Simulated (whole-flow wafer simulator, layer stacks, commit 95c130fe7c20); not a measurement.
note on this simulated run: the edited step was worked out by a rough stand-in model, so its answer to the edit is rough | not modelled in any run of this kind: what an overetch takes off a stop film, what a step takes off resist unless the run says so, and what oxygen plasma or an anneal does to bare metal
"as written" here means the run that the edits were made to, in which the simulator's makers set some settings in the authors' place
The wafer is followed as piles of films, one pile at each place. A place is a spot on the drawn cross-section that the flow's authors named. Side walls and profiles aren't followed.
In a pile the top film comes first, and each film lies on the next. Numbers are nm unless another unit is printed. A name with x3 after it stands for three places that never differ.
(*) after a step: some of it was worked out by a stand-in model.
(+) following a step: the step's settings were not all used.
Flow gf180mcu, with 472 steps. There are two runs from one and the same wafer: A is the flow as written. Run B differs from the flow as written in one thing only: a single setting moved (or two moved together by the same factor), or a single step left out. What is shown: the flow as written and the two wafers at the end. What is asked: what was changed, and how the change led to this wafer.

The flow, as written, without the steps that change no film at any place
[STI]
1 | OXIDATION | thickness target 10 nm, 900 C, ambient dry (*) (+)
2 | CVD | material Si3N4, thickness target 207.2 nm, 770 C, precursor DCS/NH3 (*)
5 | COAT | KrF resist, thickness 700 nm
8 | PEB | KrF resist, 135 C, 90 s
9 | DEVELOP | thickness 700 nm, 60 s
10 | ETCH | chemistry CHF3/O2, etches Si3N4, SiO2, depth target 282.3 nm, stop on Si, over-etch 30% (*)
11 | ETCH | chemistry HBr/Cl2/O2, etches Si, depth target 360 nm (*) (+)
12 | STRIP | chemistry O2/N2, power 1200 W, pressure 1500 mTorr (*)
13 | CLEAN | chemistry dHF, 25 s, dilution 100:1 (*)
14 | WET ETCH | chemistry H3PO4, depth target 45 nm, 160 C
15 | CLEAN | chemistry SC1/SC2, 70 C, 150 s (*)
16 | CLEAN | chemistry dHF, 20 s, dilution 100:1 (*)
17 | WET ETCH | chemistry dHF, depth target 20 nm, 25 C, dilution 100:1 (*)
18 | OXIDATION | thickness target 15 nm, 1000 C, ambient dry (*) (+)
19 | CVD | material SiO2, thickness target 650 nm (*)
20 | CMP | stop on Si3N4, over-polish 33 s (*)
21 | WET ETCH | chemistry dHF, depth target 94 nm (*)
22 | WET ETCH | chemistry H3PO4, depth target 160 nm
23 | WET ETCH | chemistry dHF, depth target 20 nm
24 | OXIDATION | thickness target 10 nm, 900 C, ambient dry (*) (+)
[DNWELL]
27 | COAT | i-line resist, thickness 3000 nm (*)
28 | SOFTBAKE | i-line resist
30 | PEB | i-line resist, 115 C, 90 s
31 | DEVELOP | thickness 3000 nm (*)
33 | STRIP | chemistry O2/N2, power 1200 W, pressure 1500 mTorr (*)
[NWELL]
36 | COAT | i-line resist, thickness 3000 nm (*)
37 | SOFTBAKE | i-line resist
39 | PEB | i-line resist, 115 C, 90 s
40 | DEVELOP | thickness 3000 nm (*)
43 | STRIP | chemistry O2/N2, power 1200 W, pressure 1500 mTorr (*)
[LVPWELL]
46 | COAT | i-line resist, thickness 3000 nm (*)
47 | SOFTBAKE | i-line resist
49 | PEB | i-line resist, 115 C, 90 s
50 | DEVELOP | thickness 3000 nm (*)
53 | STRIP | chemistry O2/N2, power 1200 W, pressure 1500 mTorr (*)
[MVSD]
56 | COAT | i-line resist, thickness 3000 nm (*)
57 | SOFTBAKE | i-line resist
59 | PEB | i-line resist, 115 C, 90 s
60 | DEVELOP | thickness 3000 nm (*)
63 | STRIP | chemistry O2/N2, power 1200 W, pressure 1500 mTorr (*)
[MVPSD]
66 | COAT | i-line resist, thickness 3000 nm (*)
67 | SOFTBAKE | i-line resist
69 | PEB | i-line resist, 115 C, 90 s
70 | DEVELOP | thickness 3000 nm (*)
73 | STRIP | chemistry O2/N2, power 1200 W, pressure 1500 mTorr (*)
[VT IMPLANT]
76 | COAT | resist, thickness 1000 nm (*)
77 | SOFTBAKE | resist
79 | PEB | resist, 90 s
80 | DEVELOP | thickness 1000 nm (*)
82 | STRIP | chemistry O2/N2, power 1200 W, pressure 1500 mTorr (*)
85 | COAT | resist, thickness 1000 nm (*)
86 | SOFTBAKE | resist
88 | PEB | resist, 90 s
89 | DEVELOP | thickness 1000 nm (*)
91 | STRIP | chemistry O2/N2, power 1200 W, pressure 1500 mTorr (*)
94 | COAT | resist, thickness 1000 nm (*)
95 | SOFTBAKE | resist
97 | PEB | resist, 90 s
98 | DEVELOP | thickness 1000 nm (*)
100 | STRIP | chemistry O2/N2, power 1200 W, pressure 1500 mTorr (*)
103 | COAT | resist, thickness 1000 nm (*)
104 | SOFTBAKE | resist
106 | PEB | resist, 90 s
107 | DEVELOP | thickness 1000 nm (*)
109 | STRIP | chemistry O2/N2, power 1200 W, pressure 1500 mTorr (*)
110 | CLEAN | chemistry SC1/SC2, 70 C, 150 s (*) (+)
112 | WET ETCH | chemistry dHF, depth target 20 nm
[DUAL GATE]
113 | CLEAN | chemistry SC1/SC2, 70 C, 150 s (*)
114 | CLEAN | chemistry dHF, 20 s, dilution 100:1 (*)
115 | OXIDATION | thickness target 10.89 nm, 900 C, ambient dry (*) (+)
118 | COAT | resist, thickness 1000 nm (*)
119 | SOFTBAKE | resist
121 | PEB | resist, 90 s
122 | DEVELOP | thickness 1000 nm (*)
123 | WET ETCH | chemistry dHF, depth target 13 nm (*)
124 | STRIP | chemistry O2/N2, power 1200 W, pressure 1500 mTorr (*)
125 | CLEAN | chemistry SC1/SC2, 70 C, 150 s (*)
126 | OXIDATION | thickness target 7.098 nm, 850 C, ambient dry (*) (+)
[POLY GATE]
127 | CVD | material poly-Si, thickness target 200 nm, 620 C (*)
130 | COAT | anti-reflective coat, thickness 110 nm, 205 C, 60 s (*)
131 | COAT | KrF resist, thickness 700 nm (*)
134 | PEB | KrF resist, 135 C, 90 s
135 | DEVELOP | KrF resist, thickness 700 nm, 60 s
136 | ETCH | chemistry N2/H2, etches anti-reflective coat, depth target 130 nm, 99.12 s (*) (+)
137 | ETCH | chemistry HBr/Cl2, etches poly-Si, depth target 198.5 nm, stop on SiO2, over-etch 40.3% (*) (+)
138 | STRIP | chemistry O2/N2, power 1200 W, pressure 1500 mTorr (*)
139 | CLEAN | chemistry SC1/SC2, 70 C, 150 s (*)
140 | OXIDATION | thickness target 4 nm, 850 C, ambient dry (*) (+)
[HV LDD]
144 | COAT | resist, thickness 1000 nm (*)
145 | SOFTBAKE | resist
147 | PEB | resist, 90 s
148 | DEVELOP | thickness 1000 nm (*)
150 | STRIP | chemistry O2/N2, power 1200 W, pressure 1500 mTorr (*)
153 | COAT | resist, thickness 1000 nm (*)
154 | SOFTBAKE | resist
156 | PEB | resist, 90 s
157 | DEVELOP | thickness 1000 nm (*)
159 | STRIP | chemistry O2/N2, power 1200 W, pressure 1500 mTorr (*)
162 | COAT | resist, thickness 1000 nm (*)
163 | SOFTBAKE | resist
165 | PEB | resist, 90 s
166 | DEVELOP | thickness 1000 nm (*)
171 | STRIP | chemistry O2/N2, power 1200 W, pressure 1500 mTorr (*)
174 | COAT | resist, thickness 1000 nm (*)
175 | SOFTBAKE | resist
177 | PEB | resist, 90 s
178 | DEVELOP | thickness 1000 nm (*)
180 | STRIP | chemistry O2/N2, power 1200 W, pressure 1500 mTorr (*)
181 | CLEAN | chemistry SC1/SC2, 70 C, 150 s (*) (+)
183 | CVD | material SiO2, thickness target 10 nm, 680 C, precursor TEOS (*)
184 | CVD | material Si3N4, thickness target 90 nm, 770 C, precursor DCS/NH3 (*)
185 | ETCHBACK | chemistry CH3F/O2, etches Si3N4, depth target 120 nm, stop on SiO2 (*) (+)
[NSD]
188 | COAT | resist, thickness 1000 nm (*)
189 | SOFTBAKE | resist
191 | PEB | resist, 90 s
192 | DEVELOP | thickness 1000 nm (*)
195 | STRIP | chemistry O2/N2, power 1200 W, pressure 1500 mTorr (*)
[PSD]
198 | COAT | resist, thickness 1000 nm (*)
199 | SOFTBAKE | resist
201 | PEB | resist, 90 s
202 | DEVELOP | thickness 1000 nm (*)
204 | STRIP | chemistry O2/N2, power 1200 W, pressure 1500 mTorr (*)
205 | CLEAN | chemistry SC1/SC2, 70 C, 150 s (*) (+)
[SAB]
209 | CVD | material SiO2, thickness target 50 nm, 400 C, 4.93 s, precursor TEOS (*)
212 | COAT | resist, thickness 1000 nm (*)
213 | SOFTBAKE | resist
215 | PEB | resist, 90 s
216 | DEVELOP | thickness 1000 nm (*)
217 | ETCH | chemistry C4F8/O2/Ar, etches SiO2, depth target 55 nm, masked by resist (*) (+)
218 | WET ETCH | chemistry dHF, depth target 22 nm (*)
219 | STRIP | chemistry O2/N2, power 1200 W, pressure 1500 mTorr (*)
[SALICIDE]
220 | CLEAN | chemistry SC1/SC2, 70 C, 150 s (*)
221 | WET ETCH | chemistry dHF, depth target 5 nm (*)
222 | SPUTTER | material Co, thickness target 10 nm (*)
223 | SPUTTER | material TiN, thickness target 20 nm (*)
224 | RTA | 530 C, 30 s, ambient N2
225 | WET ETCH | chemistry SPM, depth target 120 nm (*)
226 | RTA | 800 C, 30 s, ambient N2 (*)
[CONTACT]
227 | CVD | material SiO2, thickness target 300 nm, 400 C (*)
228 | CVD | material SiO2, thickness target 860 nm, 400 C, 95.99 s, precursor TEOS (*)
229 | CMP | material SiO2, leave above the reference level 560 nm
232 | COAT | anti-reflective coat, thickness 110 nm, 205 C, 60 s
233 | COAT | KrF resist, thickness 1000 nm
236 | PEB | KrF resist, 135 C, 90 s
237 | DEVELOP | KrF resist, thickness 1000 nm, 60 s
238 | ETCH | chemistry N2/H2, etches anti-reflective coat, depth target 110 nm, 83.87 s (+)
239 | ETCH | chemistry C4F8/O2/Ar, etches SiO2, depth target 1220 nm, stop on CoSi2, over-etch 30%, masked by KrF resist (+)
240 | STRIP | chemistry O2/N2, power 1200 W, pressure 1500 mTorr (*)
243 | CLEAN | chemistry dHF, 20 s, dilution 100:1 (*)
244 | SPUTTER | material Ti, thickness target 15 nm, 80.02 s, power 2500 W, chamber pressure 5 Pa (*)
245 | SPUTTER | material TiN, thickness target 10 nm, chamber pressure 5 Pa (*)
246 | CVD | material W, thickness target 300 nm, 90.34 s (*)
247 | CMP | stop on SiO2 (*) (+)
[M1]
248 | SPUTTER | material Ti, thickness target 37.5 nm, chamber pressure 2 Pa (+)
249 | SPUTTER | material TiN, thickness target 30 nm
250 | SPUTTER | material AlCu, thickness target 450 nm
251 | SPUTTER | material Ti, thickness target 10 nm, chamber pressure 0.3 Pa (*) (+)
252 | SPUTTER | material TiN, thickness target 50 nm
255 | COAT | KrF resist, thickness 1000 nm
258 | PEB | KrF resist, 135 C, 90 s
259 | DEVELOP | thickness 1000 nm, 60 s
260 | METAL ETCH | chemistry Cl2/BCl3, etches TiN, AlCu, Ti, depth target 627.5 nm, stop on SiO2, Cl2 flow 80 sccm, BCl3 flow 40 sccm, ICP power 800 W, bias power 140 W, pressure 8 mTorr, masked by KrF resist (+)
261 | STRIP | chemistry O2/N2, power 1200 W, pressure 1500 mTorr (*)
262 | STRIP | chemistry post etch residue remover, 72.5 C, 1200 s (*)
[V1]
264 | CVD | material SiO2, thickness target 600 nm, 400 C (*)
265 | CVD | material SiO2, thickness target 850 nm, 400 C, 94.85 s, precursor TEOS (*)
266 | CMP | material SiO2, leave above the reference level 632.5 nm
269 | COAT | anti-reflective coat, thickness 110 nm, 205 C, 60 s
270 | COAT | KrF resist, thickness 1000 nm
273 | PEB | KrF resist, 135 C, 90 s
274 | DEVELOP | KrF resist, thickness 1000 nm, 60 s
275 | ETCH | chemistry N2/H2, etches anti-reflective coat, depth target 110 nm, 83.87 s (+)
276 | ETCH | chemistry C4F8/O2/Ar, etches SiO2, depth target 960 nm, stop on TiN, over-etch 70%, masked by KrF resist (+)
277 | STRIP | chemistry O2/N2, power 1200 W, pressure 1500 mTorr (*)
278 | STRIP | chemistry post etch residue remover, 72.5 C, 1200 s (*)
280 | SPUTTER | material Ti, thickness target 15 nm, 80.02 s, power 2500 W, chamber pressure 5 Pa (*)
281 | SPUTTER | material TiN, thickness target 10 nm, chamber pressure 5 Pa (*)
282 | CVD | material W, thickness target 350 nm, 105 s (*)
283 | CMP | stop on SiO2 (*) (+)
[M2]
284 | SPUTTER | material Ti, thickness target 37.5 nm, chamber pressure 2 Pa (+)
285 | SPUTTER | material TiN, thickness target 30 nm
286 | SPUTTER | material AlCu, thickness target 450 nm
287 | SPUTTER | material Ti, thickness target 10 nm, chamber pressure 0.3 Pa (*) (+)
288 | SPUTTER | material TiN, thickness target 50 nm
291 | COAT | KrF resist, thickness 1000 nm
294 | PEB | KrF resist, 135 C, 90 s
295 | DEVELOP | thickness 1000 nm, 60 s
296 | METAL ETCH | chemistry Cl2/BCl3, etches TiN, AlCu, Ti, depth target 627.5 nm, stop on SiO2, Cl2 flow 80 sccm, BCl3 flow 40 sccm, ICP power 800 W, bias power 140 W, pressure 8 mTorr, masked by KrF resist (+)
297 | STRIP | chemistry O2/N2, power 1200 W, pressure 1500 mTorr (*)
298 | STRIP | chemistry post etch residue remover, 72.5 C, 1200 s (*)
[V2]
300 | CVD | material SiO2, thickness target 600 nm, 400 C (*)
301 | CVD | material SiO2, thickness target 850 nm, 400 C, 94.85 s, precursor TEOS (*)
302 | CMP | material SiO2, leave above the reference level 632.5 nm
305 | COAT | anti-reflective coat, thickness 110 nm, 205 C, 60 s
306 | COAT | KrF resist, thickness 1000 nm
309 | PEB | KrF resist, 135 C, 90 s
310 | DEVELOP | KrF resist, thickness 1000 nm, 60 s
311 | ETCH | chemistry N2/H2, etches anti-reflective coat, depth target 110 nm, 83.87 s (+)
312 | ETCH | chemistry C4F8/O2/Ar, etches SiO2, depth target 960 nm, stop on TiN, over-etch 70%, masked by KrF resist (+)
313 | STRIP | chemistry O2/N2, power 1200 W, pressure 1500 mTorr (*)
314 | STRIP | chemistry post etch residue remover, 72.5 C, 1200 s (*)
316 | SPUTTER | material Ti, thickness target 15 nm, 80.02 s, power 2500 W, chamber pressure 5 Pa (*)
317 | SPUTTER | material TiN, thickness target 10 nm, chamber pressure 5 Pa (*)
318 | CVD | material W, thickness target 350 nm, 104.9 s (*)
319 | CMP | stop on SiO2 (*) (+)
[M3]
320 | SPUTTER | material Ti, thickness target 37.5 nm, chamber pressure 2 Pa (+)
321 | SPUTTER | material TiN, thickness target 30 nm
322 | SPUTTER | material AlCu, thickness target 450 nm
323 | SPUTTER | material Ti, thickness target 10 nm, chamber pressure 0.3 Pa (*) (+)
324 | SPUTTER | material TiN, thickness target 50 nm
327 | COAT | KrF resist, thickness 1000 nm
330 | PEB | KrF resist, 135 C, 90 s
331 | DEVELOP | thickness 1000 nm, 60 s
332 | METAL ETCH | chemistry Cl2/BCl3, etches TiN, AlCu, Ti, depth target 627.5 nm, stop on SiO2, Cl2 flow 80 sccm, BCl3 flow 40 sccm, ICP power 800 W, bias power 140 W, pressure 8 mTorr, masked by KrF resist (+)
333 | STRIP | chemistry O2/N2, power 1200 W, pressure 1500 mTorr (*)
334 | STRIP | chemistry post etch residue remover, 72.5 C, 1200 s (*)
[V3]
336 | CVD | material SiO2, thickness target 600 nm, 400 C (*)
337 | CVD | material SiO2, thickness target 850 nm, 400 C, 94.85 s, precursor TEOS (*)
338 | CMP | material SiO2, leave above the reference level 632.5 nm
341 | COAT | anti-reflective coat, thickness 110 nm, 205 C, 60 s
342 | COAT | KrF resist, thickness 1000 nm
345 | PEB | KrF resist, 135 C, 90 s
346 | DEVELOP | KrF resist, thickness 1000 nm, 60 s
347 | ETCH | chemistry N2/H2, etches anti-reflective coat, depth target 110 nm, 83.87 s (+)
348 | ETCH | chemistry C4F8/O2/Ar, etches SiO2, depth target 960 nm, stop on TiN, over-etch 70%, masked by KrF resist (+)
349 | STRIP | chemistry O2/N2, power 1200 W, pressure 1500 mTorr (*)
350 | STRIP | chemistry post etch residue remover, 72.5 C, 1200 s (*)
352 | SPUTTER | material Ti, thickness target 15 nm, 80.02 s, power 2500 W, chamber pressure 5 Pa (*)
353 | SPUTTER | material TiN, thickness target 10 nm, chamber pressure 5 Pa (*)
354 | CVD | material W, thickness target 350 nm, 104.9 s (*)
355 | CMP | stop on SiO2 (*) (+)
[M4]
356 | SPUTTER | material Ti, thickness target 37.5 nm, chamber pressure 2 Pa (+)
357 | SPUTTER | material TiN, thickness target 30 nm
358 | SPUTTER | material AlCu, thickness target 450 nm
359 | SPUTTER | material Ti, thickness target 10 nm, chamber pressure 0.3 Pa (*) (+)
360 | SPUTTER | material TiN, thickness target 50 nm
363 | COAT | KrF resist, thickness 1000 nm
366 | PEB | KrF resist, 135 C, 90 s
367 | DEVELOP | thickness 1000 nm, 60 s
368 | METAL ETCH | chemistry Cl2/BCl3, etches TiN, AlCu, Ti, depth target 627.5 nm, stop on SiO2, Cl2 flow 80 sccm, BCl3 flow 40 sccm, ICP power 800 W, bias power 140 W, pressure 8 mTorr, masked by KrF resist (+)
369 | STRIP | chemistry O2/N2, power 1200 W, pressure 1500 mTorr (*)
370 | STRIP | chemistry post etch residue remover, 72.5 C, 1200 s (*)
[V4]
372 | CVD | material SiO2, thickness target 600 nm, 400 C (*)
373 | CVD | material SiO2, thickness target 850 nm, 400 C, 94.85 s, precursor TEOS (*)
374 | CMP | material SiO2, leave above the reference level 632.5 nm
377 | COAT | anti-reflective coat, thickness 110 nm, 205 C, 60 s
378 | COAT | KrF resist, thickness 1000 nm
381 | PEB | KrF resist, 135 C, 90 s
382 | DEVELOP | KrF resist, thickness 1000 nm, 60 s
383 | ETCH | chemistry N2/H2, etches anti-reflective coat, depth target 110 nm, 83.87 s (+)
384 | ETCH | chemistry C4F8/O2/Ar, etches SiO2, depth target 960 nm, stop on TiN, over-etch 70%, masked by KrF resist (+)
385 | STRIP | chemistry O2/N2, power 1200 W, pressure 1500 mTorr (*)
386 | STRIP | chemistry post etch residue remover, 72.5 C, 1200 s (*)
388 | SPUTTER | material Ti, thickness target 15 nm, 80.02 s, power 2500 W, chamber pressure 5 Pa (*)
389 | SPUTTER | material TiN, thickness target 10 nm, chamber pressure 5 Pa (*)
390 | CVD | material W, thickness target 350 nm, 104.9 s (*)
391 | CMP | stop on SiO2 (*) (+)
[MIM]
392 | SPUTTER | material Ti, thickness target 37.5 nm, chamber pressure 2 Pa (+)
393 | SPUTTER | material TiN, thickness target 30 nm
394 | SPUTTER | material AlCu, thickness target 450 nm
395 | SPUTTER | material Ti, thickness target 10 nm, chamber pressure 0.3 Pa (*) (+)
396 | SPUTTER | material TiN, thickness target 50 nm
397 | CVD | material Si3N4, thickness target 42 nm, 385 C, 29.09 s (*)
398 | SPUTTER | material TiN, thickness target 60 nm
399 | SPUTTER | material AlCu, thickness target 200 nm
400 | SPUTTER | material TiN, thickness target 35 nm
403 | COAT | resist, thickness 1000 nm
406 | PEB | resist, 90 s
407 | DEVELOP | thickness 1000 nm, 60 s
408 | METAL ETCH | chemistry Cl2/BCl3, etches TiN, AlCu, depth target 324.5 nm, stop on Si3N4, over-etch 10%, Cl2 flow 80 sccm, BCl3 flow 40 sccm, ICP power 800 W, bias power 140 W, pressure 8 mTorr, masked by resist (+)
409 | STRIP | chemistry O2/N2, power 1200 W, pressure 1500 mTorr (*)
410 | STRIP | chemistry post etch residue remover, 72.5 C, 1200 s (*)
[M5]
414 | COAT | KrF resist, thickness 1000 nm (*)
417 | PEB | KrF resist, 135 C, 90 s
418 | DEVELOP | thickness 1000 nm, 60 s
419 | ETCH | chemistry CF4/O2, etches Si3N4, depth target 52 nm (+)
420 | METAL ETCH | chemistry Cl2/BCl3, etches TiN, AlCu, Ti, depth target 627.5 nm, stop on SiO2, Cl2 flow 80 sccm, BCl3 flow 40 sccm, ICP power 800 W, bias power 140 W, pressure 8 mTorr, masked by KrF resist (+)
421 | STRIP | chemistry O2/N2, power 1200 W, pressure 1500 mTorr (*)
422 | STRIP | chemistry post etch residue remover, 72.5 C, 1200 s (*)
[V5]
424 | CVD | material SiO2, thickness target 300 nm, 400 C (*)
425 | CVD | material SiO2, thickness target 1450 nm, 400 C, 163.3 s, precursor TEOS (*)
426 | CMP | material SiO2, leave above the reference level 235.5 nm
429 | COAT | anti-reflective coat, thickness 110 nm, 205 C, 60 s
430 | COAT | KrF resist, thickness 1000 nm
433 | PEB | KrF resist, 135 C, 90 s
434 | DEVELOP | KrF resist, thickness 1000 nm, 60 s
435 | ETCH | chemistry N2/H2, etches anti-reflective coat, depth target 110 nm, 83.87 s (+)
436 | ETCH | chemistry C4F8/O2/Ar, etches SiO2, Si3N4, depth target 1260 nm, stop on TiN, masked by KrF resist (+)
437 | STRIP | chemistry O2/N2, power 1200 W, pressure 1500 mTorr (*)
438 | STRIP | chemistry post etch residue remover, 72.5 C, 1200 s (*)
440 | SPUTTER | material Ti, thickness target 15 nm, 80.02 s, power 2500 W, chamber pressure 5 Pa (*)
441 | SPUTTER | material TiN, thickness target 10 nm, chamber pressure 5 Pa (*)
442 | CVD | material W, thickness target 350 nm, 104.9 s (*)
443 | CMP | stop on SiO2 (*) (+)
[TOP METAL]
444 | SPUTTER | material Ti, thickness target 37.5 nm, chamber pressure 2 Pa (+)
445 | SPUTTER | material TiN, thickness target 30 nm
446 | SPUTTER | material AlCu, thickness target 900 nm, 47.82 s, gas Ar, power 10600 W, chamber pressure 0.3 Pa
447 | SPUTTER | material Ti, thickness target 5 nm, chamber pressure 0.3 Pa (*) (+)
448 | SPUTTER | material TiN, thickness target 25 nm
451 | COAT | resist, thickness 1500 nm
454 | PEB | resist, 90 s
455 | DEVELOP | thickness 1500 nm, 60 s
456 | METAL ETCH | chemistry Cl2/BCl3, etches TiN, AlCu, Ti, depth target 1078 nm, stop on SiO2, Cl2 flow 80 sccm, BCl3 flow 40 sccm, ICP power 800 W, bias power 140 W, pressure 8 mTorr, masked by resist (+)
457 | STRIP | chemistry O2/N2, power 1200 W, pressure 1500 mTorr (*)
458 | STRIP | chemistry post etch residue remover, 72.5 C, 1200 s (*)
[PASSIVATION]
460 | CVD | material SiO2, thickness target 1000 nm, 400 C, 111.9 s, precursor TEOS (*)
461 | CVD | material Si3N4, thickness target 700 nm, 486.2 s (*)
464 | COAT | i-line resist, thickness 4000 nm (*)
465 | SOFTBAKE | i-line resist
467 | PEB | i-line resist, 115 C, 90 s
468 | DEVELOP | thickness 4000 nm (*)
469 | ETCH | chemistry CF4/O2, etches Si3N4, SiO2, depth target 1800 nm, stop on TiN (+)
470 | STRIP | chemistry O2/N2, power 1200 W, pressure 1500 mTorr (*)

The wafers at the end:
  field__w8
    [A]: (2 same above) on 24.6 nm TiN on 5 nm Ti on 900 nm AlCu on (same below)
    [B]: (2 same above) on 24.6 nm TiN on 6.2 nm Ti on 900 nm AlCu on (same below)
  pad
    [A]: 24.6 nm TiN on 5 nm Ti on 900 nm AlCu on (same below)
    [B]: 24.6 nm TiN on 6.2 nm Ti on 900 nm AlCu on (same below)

Cause: step 447, SPUTTER: thickness target 6.2 nm was run, though the flow has thickness target 5 nm.
The wafer lets one read it off: field__w8 has Ti 6.2, and step 447 as written asks for 5 nm.

The path from the change to this, step by step:
  447 | SPUTTER | material Ti, thickness target 5 nm, chamber pressure 0.3 Pa (*) (+)
      field, field__w1, field__w2 and 109 more: A Ti gains 5 (new film) | B Ti gains 6.2 (new film)
  456 | METAL ETCH | chemistry Cl2/BCl3, etches TiN, AlCu, Ti, depth target 1078 nm, stop on SiO2, Cl2 flow 80 sccm, BCl3 flow 40 sccm, ICP power 800 W, bias power 140 W, pressure 8 mTorr, masked by resist (+)
      field, field__w1, field__w2 and 103 more: A TiN loses 25 (all of it), Ti loses 5 (all of it), AlCu loses 900 (all of it), TiN loses 30 (all of it), Ti loses 37.5 (all of it) | B TiN loses 25 (all of it), Ti loses 6.2 (all of it), AlCu loses 900 (all of it), TiN loses 30 (all of it), Ti loses 37.5 (all of it)
